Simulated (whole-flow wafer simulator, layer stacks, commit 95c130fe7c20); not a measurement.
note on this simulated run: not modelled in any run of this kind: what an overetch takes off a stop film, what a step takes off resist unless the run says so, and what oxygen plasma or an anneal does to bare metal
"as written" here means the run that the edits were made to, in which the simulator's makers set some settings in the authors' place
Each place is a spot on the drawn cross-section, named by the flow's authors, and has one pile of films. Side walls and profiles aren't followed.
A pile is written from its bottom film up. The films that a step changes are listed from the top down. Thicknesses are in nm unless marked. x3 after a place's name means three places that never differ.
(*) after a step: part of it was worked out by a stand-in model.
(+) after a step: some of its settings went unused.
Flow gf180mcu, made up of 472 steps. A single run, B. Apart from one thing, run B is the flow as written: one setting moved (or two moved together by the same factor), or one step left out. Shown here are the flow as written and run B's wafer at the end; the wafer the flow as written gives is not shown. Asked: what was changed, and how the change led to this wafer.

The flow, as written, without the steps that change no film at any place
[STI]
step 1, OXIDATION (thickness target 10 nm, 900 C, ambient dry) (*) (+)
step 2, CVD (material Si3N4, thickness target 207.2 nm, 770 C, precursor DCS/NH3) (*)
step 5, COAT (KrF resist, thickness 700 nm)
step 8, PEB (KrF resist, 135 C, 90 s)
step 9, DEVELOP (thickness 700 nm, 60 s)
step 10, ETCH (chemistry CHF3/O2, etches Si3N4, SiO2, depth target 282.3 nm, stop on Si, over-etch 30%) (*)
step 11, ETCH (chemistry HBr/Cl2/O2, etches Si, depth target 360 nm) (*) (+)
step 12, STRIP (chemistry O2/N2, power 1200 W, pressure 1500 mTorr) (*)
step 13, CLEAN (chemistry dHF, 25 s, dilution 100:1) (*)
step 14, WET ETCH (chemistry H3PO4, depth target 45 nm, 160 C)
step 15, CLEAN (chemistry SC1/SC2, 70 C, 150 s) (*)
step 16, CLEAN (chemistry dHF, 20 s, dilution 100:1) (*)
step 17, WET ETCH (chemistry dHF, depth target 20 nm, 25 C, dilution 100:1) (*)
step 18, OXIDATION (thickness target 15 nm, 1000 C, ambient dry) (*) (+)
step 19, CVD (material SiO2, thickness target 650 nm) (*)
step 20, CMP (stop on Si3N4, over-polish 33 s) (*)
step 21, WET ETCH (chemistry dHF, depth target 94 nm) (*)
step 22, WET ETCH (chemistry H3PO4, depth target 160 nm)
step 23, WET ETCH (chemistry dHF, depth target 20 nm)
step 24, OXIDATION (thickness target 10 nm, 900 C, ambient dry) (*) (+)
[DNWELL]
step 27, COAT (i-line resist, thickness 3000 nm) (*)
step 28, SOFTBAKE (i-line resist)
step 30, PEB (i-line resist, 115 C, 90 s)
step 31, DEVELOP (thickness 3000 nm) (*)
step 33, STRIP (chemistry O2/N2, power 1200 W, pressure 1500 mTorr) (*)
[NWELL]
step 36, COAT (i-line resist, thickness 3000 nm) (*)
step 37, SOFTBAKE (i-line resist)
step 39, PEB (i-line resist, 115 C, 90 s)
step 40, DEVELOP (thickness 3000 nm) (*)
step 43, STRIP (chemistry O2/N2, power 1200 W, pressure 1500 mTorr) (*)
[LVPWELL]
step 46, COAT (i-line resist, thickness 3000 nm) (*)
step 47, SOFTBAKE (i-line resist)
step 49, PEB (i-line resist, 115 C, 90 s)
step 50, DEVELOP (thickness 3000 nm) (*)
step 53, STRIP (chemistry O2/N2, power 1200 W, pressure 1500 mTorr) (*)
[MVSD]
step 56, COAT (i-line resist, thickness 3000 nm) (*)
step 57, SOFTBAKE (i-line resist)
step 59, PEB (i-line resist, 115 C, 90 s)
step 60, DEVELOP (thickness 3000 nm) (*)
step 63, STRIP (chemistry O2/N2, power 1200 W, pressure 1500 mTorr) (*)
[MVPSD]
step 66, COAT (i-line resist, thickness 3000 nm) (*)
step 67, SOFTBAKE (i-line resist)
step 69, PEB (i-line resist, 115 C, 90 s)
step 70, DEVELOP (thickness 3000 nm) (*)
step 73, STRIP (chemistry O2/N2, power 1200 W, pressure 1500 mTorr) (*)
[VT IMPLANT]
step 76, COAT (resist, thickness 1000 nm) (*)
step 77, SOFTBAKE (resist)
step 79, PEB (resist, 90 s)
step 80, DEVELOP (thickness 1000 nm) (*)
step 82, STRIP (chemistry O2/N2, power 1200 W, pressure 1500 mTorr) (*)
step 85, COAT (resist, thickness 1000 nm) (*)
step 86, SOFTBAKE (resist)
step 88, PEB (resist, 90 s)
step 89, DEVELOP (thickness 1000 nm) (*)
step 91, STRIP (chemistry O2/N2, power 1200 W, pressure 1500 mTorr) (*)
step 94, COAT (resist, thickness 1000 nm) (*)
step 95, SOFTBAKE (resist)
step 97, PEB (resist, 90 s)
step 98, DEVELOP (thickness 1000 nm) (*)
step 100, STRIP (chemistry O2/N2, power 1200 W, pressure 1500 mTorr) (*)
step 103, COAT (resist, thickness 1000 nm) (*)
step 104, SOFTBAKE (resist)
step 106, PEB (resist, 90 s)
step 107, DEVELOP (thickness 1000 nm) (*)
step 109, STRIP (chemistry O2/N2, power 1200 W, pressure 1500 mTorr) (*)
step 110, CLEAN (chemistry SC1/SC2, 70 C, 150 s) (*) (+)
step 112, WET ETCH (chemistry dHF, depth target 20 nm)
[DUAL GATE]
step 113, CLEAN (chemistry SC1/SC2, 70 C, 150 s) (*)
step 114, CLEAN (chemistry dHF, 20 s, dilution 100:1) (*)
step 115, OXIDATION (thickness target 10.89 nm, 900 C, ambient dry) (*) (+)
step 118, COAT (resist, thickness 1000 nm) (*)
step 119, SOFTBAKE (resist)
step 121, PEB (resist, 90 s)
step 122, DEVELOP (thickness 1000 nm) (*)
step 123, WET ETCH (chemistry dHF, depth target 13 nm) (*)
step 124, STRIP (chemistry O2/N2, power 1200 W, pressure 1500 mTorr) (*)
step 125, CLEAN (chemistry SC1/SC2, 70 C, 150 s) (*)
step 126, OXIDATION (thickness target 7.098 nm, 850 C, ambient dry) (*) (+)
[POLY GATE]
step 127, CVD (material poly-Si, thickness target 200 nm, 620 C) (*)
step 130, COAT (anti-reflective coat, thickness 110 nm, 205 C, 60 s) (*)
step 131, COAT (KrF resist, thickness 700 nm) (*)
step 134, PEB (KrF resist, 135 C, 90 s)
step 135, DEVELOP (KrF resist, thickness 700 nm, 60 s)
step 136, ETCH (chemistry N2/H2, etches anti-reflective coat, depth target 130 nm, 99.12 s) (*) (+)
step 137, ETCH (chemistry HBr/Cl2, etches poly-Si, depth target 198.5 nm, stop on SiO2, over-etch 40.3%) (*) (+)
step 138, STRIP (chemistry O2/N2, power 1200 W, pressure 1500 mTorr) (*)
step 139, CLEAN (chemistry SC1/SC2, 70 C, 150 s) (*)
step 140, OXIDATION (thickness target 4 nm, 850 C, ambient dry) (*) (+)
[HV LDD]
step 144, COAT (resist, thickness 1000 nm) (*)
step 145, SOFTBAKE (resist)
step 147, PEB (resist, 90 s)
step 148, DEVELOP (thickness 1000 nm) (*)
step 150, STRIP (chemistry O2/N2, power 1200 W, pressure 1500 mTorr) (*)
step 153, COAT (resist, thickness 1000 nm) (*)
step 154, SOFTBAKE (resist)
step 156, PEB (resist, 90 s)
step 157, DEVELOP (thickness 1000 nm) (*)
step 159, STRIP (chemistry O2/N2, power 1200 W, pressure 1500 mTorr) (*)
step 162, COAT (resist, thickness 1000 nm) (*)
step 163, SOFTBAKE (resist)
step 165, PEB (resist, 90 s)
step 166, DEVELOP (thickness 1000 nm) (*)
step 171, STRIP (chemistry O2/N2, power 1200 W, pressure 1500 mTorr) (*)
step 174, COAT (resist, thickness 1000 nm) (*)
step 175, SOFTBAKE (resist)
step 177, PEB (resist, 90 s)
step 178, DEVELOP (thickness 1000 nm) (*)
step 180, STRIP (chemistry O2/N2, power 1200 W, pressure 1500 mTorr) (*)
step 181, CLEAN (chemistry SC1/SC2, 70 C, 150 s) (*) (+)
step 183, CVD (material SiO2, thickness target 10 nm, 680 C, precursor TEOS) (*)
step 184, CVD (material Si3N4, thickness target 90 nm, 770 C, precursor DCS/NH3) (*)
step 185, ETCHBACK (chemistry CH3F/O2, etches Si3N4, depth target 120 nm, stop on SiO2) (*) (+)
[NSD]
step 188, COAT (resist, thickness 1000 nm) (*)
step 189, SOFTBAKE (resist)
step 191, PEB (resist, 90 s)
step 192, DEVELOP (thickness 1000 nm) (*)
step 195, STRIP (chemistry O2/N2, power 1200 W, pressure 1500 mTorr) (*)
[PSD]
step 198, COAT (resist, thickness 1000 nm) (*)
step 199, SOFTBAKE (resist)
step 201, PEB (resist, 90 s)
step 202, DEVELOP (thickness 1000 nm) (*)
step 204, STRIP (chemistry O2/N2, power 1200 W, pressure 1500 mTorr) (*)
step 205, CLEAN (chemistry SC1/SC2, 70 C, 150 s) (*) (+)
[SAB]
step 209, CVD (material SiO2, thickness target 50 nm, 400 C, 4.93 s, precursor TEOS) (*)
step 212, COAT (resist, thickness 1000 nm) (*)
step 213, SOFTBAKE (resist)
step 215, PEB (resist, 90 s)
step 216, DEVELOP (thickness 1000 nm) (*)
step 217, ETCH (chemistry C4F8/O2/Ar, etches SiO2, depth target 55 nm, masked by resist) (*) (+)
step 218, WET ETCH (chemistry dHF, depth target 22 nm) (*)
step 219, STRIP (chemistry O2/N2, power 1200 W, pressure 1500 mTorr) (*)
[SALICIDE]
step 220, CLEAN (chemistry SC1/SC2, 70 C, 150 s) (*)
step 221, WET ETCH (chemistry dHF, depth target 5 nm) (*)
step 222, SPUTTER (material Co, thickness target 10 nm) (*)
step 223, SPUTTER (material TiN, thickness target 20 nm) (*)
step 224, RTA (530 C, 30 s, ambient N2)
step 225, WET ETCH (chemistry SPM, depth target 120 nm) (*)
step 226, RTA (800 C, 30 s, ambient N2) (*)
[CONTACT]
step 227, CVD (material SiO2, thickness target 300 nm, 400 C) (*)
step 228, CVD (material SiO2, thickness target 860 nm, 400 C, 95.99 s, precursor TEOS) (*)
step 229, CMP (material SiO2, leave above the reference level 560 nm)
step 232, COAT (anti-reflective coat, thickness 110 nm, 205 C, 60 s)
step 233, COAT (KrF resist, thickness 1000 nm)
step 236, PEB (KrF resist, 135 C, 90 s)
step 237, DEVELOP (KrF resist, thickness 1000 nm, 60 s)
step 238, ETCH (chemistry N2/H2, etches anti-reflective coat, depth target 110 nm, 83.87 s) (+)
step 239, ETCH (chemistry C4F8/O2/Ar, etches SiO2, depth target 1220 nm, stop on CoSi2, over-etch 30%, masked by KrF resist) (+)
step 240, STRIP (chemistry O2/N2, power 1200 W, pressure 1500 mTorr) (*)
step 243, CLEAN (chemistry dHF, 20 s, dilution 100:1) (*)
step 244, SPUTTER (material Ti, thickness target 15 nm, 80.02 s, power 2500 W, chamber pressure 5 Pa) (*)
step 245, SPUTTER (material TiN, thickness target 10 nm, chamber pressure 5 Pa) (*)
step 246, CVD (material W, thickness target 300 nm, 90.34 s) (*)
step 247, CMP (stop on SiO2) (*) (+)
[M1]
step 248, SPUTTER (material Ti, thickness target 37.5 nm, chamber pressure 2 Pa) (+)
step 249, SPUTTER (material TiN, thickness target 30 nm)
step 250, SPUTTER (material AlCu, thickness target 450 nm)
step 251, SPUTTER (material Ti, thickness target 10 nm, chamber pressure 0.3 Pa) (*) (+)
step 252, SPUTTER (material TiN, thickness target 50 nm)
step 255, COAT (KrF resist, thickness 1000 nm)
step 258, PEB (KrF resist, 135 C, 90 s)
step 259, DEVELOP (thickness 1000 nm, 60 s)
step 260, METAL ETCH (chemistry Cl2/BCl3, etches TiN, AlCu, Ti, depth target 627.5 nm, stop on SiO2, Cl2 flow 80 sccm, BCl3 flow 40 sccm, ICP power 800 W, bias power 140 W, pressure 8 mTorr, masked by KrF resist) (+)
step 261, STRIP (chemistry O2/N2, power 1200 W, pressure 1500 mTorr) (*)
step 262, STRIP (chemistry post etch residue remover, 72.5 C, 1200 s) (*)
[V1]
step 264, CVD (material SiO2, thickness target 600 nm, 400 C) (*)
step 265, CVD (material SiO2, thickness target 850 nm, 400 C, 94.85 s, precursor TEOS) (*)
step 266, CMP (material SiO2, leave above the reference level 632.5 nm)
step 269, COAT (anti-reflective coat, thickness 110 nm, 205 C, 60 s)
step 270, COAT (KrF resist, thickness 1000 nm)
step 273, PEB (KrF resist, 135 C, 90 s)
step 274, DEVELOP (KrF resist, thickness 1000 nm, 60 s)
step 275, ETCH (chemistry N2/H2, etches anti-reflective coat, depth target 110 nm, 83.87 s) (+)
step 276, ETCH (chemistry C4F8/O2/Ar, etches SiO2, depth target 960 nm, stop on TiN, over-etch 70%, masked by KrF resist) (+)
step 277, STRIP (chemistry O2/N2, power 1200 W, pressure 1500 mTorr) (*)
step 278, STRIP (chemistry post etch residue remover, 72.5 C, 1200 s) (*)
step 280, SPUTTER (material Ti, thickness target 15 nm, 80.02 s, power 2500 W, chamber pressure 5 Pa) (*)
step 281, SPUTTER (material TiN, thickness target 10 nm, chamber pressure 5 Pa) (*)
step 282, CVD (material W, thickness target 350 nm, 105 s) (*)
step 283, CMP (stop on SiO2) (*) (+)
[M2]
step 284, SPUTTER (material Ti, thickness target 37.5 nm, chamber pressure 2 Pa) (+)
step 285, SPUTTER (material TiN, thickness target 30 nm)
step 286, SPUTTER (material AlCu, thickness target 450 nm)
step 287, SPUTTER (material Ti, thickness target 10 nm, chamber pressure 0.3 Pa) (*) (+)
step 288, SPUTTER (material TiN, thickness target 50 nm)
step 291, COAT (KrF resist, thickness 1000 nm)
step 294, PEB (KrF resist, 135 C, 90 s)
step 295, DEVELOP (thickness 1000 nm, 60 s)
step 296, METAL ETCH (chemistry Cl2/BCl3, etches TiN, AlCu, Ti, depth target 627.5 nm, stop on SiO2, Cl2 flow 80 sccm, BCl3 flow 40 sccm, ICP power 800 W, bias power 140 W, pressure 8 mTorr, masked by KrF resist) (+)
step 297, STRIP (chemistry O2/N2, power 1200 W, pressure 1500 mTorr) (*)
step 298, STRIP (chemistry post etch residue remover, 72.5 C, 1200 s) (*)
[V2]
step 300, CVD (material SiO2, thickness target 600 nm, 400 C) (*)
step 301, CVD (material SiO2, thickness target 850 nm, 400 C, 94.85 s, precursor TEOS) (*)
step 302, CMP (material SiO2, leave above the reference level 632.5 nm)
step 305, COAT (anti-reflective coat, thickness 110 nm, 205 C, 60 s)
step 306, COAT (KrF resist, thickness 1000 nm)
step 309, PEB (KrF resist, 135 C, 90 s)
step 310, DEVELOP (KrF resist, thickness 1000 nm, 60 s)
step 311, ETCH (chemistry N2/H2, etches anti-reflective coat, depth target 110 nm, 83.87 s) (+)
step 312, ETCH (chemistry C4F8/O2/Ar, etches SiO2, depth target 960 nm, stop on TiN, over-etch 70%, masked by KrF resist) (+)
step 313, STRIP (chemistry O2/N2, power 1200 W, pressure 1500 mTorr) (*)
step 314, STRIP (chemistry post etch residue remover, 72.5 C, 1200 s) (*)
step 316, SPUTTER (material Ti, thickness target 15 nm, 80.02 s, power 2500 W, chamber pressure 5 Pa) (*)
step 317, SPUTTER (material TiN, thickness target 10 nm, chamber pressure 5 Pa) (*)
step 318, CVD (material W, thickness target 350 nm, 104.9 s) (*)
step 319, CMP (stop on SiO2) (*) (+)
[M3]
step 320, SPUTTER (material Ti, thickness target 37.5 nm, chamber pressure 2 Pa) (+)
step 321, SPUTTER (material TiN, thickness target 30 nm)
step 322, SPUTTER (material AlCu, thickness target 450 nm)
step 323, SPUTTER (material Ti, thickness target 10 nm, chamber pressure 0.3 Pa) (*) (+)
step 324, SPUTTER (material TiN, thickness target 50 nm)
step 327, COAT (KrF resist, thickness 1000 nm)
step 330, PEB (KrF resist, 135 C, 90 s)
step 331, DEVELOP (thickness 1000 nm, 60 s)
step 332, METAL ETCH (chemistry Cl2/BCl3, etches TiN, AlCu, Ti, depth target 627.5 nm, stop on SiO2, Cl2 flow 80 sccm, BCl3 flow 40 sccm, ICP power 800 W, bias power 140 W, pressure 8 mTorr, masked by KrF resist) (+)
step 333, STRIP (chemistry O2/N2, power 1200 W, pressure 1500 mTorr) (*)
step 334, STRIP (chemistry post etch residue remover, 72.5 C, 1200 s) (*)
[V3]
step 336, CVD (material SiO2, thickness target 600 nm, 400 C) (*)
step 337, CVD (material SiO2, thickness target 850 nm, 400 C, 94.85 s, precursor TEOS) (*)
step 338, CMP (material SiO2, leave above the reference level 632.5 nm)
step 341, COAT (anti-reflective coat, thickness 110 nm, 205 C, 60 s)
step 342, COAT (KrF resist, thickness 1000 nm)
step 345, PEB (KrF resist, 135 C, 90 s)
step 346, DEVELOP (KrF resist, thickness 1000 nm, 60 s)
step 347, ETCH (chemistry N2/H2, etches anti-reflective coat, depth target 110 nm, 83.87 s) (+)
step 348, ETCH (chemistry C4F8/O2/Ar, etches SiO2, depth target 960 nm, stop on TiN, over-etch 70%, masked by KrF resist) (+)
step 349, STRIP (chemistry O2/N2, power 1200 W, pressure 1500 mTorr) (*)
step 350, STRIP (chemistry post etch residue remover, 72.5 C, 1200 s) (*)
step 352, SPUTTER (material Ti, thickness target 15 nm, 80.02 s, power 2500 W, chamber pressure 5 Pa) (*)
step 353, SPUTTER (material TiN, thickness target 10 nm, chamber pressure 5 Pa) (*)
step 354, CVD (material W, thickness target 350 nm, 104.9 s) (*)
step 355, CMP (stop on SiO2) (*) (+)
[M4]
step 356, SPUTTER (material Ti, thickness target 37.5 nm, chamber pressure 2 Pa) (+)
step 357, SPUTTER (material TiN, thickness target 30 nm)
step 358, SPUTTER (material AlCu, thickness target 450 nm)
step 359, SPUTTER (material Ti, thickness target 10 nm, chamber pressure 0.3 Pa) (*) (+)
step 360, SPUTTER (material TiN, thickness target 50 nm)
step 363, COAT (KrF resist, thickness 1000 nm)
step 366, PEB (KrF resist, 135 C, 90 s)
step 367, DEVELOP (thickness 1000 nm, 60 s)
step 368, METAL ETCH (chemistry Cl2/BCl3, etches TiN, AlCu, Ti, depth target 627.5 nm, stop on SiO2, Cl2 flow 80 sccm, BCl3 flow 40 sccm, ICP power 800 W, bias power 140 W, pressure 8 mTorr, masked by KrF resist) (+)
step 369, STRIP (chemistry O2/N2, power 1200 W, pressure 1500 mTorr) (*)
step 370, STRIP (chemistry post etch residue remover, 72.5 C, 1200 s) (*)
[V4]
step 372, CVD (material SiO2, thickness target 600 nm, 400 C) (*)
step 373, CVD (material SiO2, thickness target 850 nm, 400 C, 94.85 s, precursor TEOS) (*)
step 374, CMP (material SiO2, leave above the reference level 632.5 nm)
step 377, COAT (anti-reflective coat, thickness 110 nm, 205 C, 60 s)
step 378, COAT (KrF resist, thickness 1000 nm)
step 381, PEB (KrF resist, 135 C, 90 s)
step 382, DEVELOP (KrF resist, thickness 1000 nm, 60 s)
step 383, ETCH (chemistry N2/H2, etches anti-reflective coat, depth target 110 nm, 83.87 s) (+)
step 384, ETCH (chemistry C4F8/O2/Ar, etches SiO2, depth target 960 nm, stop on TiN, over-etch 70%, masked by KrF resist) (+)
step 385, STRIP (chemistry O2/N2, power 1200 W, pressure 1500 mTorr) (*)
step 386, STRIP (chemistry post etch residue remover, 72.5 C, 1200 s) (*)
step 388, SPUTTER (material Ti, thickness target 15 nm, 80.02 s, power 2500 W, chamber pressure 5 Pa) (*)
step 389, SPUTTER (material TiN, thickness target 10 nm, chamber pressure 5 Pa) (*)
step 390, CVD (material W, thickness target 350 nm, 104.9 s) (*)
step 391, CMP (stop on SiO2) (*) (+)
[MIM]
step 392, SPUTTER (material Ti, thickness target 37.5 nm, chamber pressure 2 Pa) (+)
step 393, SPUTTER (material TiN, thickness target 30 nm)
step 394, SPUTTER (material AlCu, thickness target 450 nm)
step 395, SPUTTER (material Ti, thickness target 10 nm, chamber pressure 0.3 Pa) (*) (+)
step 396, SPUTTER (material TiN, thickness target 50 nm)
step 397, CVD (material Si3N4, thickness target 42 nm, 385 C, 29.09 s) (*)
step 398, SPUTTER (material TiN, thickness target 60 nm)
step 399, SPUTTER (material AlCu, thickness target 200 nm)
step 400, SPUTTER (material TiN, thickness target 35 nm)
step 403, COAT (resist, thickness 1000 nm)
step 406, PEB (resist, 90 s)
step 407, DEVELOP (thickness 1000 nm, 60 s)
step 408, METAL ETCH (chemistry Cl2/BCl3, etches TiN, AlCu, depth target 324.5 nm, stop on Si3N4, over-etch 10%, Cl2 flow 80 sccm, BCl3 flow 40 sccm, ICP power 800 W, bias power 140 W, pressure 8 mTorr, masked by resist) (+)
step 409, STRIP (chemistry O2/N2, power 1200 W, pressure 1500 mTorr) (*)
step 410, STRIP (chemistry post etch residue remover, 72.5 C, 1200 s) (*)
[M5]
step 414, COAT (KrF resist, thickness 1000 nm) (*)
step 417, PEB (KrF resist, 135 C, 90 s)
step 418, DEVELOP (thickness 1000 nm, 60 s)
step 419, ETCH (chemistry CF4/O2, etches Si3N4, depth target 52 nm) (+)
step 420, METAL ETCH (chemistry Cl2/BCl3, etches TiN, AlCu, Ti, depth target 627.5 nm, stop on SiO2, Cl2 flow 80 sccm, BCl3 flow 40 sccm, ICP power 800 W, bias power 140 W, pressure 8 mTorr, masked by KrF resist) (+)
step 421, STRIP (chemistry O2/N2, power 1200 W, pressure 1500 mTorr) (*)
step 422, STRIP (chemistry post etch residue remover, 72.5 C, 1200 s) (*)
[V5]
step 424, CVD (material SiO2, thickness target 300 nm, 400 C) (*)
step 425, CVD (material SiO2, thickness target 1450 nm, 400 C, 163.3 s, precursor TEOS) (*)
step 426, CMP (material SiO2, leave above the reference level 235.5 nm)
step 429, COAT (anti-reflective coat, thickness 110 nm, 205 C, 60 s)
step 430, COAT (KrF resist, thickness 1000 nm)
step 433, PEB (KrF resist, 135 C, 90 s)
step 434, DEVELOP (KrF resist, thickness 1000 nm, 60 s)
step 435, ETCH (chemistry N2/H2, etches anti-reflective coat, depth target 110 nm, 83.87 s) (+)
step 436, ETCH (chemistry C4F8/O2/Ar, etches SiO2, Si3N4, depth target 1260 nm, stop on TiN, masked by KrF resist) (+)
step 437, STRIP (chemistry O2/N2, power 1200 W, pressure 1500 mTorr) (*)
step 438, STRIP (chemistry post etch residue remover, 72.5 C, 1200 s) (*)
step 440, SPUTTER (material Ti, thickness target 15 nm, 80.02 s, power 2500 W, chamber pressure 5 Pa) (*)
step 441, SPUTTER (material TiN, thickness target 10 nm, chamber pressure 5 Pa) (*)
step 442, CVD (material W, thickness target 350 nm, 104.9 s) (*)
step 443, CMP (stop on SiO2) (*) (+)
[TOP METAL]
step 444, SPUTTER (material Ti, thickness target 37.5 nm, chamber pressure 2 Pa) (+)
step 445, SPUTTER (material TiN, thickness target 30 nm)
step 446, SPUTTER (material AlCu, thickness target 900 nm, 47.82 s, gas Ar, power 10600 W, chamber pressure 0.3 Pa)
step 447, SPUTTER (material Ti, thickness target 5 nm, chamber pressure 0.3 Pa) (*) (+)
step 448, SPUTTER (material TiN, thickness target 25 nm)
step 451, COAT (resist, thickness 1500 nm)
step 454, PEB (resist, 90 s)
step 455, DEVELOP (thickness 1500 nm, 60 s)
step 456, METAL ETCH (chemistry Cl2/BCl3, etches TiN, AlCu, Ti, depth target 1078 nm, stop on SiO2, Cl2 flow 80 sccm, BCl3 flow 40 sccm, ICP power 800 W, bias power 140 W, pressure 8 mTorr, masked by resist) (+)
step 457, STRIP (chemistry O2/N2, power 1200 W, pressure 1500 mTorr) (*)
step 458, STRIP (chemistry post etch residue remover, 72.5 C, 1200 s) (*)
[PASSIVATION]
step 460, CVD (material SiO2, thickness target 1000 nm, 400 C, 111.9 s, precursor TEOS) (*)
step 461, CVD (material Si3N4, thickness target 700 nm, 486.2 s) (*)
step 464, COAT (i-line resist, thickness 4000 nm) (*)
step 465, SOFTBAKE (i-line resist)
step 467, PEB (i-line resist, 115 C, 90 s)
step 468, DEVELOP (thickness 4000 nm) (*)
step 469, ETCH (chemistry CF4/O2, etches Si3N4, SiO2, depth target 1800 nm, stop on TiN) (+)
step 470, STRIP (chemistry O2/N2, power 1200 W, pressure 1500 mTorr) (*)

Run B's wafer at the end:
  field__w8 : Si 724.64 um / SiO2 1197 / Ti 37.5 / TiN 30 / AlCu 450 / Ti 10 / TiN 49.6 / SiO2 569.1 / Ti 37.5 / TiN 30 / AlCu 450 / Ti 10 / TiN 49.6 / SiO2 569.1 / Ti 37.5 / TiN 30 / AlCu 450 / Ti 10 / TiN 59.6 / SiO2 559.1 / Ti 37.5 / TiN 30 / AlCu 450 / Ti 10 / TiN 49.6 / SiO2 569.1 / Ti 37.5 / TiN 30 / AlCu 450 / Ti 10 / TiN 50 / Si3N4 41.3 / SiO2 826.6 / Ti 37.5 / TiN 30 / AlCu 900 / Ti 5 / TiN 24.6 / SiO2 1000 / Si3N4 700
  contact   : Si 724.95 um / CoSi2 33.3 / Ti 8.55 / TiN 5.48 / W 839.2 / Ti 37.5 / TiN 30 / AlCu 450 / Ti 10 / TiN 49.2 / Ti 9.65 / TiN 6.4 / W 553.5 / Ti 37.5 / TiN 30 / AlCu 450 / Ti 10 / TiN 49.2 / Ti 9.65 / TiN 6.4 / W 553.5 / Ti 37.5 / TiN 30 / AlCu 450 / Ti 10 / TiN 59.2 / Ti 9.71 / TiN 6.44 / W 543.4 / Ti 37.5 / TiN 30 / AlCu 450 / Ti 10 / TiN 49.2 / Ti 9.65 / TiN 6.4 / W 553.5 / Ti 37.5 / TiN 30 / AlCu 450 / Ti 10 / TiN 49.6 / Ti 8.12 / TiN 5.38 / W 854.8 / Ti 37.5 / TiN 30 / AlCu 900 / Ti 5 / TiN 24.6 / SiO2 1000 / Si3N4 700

Cause: step 324, SPUTTER: thickness target 60 nm was run, while the flow as written has thickness target 50 nm.

The path from the change to this, step by step:
  step 324, SPUTTER (material TiN, thickness target 50 nm)
      field, field__w1, field__w2 and 108 more: TiN gains 60 (new film) (in the flow as written it would be: TiN gains 50 (new film))
  step 332, METAL ETCH (chemistry Cl2/BCl3, etches TiN, AlCu, Ti, depth target 627.5 nm, stop on SiO2, Cl2 flow 80 sccm, BCl3 flow 40 sccm, ICP power 800 W, bias power 140 W, pressure 8 mTorr, masked by KrF resist) (+)
      field, field__w1, field__w2 and 103 more: TiN loses 60 (all of it), Ti loses 10 (all of it), AlCu loses 450 (all of it), TiN loses 30 (all of it), Ti loses 37.5 (all of it) (in the flow as written it would be: TiN loses 50 (all of it), Ti loses 10 (all of it), AlCu loses 450 (all of it), TiN loses 30 (all of it), Ti loses 37.5 (all of it))
